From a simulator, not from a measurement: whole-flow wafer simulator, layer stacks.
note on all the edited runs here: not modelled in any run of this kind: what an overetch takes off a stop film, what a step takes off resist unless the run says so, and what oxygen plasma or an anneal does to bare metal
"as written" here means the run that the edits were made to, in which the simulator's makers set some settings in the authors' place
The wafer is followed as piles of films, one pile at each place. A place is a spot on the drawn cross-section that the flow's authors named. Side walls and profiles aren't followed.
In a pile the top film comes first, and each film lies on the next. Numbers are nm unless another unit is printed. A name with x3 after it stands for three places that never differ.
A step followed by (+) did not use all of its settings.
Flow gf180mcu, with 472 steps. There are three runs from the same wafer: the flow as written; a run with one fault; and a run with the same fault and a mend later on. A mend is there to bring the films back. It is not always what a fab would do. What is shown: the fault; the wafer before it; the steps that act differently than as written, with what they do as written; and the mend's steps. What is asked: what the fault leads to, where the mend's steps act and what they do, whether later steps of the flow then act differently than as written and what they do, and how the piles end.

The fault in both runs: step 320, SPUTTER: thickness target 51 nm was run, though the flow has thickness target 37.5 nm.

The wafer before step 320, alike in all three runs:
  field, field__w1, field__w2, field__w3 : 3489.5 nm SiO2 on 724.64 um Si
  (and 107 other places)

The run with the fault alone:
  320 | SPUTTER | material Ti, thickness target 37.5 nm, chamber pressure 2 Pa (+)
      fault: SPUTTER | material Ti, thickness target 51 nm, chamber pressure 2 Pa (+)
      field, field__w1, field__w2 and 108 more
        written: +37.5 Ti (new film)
        fault: +51 Ti (new film)
  Steps further on in the flow that do not act as written:
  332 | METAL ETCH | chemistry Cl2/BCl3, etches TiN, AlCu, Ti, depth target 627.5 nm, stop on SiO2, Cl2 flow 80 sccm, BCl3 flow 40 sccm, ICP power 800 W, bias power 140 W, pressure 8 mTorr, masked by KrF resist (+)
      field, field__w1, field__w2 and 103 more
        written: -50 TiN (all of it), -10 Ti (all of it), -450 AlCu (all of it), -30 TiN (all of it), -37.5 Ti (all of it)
        fault: -50 TiN (all of it), -10 Ti (all of it), -450 AlCu (all of it), -30 TiN (all of it), -51 Ti (all of it)
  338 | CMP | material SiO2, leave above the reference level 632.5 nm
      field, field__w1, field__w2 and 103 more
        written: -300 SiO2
        fault: -286.5 SiO2
  By the end, the piles at field__w8, contact, m1, m1__w1, m1_nw depart from the flow's by more than 2% or 0.5 nm, whichever is larger.
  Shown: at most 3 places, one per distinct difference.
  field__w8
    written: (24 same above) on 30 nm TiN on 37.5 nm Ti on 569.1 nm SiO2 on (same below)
    fault: (24 same above) on 30 nm TiN on 51 nm Ti on 569.1 nm SiO2 on (same below)
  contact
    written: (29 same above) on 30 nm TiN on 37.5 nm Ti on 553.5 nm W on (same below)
    fault: (29 same above) on 30 nm TiN on 51 nm Ti on 553.5 nm W on (same below)

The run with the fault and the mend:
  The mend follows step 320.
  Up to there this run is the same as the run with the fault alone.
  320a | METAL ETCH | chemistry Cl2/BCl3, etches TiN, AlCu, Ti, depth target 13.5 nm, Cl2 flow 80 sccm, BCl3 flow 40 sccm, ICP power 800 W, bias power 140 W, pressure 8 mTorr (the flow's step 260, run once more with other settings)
      field, field__w1, field__w2 and 108 more
        -13.5 Ti
  Every later step of the flow that is run acts as written at every place that is followed.
  At every place that both follow, the piles at the end match the flow's.
